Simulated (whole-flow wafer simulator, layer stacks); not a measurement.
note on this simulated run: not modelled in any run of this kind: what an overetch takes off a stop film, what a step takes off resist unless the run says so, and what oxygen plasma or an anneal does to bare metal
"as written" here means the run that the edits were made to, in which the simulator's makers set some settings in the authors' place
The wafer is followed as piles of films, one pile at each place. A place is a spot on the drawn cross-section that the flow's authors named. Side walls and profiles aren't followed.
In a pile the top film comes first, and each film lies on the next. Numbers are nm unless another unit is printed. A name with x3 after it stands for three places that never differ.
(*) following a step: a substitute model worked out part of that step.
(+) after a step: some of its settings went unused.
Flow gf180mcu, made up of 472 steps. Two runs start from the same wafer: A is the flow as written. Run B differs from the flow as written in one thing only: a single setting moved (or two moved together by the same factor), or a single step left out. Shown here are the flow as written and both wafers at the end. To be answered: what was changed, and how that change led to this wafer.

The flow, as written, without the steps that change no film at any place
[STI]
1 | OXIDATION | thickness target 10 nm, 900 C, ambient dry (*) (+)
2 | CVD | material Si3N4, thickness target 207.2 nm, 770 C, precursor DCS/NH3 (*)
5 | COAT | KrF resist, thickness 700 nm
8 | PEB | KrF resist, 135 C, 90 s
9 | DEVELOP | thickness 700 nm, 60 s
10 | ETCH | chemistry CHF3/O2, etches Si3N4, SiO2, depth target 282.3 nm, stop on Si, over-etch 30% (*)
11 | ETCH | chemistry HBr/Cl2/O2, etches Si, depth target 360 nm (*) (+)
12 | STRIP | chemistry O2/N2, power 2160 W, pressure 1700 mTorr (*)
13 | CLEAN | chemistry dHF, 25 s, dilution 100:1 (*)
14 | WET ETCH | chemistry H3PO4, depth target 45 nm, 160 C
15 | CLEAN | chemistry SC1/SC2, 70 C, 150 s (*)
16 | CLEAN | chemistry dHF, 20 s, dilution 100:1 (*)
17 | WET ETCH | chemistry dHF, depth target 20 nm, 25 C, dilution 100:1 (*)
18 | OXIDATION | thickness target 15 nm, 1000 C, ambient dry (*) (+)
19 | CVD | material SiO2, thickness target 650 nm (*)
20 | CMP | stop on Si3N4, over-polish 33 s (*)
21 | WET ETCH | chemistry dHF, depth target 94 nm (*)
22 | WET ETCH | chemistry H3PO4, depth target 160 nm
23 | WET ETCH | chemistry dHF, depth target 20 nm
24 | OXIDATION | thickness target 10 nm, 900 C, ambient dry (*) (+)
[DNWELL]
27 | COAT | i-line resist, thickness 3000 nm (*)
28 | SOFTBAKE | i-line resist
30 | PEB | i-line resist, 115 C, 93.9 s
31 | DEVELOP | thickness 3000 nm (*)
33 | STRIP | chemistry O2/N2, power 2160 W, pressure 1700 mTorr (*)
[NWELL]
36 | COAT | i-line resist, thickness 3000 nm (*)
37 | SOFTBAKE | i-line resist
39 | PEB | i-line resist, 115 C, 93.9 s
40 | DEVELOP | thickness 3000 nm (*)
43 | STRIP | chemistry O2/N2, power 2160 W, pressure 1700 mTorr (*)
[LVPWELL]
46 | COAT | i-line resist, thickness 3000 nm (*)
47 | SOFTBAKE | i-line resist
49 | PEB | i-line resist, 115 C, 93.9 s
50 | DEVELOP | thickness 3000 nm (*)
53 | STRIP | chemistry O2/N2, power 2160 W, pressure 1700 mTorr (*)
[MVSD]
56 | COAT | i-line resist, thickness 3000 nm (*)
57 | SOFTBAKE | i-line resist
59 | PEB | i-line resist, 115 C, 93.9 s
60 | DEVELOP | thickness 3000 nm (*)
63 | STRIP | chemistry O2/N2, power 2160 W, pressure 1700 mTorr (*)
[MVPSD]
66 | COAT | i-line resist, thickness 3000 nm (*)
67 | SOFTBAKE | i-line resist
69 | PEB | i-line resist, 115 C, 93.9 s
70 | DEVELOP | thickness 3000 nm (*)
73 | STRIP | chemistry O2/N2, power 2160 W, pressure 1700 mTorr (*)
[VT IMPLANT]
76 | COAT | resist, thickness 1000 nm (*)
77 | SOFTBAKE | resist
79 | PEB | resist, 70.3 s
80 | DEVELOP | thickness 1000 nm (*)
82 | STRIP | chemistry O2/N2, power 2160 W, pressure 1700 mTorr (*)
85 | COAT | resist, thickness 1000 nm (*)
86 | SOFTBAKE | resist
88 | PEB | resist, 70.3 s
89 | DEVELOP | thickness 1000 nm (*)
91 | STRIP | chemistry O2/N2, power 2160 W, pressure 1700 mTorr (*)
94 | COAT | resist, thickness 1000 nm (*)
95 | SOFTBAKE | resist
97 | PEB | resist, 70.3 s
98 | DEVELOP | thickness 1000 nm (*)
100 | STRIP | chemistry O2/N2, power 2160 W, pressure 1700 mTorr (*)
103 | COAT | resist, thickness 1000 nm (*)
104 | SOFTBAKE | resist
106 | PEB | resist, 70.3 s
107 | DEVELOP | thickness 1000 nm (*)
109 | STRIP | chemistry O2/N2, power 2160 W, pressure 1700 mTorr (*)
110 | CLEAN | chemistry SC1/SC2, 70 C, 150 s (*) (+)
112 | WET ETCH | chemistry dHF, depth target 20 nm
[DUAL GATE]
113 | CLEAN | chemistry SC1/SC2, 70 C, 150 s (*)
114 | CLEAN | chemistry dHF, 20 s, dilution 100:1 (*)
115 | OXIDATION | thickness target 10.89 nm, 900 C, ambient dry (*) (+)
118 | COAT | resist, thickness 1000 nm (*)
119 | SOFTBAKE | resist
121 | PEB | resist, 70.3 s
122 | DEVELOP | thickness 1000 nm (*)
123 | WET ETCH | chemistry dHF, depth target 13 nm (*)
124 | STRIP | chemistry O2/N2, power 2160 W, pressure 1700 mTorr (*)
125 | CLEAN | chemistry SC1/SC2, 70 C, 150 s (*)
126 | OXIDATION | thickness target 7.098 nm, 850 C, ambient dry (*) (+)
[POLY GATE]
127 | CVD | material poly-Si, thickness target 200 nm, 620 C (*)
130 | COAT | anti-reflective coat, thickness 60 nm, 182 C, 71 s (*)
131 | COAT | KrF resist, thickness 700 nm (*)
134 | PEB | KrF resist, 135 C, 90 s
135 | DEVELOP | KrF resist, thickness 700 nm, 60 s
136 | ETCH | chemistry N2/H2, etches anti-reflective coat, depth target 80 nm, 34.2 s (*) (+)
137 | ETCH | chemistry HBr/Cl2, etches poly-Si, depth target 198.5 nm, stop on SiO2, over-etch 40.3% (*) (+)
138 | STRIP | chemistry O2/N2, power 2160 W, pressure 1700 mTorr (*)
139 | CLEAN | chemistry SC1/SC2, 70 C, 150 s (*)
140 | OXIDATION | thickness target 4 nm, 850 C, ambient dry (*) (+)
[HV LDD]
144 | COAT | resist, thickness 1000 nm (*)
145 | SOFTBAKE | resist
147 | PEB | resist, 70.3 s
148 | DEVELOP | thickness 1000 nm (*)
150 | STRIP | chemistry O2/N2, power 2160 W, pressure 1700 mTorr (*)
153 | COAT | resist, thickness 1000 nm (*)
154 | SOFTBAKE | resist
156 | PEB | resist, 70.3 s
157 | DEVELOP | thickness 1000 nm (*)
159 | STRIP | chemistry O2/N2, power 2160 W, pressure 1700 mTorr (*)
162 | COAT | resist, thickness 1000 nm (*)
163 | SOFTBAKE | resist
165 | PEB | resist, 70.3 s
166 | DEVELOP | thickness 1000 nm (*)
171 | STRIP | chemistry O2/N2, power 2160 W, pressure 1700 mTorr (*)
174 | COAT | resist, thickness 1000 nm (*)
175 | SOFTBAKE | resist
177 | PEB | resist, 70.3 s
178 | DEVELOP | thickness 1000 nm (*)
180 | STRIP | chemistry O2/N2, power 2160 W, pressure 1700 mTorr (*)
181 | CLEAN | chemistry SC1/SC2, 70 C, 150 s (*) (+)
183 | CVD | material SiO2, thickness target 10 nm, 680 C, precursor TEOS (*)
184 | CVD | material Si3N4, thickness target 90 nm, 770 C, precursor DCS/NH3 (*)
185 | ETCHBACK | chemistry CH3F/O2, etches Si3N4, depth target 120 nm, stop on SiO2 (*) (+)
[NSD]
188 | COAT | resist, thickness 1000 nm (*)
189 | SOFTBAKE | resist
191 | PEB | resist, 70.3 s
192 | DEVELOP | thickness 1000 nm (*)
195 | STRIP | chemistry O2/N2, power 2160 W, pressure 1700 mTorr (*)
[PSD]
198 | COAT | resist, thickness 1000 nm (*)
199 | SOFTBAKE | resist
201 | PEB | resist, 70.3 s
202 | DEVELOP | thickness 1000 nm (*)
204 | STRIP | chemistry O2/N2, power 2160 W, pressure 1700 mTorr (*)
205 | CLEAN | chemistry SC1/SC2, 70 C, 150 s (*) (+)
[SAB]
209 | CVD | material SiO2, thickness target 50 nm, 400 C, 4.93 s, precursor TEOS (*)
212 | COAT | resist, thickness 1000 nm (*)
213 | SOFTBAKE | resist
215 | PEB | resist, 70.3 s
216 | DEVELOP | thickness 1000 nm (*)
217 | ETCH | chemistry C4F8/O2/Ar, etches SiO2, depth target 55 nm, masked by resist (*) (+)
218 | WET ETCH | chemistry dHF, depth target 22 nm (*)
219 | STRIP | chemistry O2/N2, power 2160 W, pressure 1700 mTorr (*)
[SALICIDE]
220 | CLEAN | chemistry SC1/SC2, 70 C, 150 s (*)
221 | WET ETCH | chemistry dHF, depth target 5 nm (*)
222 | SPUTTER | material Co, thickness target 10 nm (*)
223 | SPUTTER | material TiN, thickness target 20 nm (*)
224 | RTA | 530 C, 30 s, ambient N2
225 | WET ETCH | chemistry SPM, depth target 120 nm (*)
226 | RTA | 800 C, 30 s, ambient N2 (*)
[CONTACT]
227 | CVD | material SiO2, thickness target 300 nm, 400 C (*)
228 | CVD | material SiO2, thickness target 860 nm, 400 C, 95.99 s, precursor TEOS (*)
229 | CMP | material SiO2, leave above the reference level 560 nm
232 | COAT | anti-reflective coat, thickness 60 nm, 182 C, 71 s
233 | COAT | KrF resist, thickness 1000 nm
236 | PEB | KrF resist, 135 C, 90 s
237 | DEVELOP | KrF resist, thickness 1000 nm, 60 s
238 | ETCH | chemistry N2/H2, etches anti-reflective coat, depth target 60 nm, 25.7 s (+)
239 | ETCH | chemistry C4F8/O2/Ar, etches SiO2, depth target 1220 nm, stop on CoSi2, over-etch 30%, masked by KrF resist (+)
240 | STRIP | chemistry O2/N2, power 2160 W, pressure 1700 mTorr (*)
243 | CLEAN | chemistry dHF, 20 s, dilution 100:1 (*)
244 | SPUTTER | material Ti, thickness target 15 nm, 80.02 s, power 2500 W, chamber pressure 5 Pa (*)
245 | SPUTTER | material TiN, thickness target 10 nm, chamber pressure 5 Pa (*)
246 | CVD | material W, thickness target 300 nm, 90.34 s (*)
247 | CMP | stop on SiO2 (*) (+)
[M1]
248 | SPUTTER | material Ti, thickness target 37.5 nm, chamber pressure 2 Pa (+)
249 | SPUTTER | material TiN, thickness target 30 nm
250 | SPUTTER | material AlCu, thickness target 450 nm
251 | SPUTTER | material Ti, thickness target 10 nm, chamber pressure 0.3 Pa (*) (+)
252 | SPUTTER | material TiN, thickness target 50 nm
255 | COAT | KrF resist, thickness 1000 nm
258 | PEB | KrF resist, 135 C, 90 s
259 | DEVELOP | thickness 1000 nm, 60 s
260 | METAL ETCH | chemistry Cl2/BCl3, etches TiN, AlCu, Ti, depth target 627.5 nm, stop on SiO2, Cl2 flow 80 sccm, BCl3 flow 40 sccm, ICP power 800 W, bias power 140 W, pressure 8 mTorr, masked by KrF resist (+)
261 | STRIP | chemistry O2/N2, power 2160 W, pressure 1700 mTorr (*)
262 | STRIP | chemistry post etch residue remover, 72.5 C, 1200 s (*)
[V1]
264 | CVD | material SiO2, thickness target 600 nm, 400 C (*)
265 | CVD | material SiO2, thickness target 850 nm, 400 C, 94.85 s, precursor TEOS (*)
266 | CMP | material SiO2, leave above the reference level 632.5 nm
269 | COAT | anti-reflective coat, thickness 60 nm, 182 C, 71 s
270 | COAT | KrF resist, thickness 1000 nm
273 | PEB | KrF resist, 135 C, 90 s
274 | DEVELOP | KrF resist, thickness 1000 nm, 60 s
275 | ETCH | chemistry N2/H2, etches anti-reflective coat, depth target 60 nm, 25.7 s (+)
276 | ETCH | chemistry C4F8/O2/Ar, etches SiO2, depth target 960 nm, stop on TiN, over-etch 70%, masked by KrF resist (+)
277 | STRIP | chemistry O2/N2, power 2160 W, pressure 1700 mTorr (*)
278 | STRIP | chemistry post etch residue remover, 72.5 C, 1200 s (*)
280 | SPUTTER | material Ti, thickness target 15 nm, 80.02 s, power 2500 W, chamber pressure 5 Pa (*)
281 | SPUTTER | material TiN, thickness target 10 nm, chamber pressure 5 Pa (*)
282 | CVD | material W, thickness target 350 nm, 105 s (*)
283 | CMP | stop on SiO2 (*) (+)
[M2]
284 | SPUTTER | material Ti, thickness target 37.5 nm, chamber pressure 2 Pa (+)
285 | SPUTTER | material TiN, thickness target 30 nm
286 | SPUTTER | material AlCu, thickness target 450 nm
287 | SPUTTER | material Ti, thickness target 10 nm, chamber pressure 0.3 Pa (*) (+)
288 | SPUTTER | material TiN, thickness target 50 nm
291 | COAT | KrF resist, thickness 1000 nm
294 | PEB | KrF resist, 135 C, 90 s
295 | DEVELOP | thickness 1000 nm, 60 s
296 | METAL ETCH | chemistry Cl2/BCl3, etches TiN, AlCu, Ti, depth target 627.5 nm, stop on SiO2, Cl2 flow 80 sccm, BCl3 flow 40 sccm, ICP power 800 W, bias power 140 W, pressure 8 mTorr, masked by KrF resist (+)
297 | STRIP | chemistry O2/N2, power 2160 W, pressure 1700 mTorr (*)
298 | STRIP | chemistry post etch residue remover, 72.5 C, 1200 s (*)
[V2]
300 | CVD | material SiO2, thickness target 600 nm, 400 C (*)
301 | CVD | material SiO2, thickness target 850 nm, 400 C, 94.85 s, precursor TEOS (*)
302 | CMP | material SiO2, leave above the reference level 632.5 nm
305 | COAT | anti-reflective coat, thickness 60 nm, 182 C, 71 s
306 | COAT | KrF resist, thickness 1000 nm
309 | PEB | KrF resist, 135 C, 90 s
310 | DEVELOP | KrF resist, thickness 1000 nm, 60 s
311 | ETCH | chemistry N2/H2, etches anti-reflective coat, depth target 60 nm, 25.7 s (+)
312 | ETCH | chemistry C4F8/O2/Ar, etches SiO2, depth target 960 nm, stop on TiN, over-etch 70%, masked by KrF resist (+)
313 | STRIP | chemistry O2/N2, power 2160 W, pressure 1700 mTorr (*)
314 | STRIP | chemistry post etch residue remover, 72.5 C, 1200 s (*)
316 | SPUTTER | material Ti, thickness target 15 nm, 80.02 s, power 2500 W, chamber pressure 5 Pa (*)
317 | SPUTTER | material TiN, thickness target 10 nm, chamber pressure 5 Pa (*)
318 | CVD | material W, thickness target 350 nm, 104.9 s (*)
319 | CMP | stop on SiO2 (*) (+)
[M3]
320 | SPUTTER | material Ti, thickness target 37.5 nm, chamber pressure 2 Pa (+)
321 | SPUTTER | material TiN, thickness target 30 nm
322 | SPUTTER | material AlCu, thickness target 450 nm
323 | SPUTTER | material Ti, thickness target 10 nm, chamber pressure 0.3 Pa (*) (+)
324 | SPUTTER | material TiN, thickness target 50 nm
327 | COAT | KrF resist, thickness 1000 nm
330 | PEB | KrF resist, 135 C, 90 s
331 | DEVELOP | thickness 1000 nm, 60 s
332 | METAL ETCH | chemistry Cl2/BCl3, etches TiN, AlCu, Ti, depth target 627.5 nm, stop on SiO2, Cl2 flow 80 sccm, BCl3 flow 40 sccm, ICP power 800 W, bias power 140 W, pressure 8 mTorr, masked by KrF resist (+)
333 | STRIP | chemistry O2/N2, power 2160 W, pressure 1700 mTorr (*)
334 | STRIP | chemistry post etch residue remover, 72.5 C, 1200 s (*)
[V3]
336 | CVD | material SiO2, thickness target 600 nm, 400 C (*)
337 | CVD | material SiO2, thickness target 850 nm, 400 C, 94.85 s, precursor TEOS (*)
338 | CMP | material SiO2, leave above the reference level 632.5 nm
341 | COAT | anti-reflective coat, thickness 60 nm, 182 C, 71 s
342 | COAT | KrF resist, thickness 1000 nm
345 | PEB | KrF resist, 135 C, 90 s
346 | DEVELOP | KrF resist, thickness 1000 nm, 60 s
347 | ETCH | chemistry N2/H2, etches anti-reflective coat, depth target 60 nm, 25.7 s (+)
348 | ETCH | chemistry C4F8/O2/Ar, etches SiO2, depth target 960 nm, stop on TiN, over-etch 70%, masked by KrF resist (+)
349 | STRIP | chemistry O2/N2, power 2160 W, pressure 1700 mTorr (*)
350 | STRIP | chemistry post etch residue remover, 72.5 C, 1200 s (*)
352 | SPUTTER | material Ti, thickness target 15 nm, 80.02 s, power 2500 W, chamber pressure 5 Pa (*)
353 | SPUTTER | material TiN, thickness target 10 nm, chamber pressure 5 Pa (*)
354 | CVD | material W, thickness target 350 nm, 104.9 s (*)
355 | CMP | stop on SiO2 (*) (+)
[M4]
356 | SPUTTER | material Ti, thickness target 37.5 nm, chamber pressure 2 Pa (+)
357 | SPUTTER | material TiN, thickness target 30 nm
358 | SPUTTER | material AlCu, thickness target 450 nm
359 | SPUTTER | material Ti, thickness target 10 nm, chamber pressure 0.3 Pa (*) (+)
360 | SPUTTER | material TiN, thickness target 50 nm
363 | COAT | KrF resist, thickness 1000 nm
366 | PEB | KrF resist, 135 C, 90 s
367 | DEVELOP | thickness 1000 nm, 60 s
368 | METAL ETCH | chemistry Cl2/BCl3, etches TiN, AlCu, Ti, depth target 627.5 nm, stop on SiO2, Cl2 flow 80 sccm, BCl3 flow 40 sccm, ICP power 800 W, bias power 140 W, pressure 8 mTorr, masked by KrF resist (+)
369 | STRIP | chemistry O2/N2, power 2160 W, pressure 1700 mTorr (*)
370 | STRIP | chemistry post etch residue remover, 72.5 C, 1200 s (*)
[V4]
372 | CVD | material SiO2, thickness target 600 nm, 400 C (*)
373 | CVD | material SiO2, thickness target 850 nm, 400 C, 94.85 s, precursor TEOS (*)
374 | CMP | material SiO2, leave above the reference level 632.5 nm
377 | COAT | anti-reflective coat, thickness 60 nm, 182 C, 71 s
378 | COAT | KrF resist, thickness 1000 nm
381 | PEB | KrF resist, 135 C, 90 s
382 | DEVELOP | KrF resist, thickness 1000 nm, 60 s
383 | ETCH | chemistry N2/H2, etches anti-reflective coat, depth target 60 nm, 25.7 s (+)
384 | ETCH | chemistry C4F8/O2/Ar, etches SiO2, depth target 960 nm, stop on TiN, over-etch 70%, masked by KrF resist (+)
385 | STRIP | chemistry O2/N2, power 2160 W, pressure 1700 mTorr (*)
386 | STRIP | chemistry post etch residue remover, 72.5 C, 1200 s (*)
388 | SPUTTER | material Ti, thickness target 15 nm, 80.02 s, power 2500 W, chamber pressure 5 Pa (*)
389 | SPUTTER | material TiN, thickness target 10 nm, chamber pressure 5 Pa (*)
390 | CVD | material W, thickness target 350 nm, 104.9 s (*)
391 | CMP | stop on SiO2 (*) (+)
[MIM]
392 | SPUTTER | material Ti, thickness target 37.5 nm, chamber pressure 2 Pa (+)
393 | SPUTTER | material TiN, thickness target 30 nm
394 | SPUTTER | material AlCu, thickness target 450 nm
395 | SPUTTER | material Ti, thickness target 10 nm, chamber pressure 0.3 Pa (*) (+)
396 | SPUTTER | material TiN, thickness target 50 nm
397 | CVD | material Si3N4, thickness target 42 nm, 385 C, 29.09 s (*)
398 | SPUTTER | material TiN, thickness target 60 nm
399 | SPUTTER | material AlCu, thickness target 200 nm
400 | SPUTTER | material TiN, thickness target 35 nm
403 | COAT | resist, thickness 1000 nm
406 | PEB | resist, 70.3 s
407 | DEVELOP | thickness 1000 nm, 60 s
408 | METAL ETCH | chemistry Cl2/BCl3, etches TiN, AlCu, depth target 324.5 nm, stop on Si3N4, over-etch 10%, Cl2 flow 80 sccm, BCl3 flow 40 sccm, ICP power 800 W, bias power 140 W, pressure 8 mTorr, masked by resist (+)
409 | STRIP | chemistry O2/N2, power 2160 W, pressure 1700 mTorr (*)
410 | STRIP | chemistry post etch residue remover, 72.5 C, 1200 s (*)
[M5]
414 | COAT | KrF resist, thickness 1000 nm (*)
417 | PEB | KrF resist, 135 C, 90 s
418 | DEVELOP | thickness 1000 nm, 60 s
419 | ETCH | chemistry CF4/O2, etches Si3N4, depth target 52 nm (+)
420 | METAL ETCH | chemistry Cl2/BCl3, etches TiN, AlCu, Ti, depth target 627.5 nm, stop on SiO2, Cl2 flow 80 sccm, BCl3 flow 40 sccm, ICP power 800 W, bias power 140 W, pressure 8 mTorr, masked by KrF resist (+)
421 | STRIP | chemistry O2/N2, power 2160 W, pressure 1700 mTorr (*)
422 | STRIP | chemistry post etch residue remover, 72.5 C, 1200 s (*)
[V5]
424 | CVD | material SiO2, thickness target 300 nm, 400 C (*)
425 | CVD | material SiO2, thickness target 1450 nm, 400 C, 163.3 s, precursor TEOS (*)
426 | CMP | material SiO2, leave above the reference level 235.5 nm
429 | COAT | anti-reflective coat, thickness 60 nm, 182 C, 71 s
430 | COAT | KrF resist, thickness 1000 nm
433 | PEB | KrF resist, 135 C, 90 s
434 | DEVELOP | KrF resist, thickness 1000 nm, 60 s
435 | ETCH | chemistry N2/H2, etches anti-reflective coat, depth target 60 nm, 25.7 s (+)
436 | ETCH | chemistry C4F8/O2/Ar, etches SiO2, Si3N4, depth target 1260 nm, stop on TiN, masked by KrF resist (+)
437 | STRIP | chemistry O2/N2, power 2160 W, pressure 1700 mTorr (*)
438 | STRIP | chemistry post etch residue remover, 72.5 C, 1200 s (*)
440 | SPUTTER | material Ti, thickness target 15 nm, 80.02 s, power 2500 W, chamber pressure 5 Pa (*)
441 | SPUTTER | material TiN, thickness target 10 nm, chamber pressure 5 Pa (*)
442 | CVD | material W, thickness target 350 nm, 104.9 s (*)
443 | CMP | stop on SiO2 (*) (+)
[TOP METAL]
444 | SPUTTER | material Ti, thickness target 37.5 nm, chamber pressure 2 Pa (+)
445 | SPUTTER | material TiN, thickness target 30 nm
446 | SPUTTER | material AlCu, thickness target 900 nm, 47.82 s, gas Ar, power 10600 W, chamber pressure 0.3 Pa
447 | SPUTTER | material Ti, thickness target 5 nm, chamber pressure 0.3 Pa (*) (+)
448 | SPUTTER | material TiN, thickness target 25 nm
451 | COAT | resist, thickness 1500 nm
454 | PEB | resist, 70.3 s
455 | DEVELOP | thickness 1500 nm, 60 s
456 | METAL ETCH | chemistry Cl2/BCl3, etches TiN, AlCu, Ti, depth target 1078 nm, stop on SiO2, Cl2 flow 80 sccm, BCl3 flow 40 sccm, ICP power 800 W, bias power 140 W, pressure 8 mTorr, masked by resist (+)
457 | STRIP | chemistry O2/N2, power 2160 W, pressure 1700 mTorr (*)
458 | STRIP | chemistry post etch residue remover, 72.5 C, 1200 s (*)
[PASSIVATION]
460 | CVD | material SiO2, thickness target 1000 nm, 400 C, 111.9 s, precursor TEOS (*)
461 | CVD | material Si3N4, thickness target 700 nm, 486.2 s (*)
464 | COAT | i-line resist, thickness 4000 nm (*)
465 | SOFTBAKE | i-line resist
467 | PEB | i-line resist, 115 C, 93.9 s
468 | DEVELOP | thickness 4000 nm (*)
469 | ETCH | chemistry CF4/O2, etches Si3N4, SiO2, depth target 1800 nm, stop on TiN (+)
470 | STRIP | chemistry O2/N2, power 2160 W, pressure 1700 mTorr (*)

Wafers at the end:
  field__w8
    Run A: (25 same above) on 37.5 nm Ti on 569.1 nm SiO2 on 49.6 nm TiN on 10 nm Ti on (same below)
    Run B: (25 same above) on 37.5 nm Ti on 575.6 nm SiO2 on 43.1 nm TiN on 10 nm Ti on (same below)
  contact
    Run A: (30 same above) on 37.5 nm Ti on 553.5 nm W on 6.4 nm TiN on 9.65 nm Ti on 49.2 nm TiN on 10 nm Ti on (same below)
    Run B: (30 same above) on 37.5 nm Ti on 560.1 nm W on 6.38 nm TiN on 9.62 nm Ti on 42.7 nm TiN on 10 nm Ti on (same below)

Cause: step 288, SPUTTER: thickness target 43.5 nm was run, whereas the flow has thickness target 50 nm.

Step by step, how the change led to this:
  288 | SPUTTER | material TiN, thickness target 50 nm
      field, field__w1, field__w2 and 108 more: A TiN gains 50 (new film) | B TiN gains 43.5 (new film)
  296 | METAL ETCH | chemistry Cl2/BCl3, etches TiN, AlCu, Ti, depth target 627.5 nm, stop on SiO2, Cl2 flow 80 sccm, BCl3 flow 40 sccm, ICP power 800 W, bias power 140 W, pressure 8 mTorr, masked by KrF resist (+)
      field, field__w1, field__w2 and 103 more: A TiN loses 50 (all of it), Ti loses 10 (all of it), AlCu loses 450 (all of it), TiN loses 30 (all of it), Ti loses 37.5 (all of it) | B TiN loses 43.5 (all of it), Ti loses 10 (all of it), AlCu loses 450 (all of it), TiN loses 30 (all of it), Ti loses 37.5 (all of it)
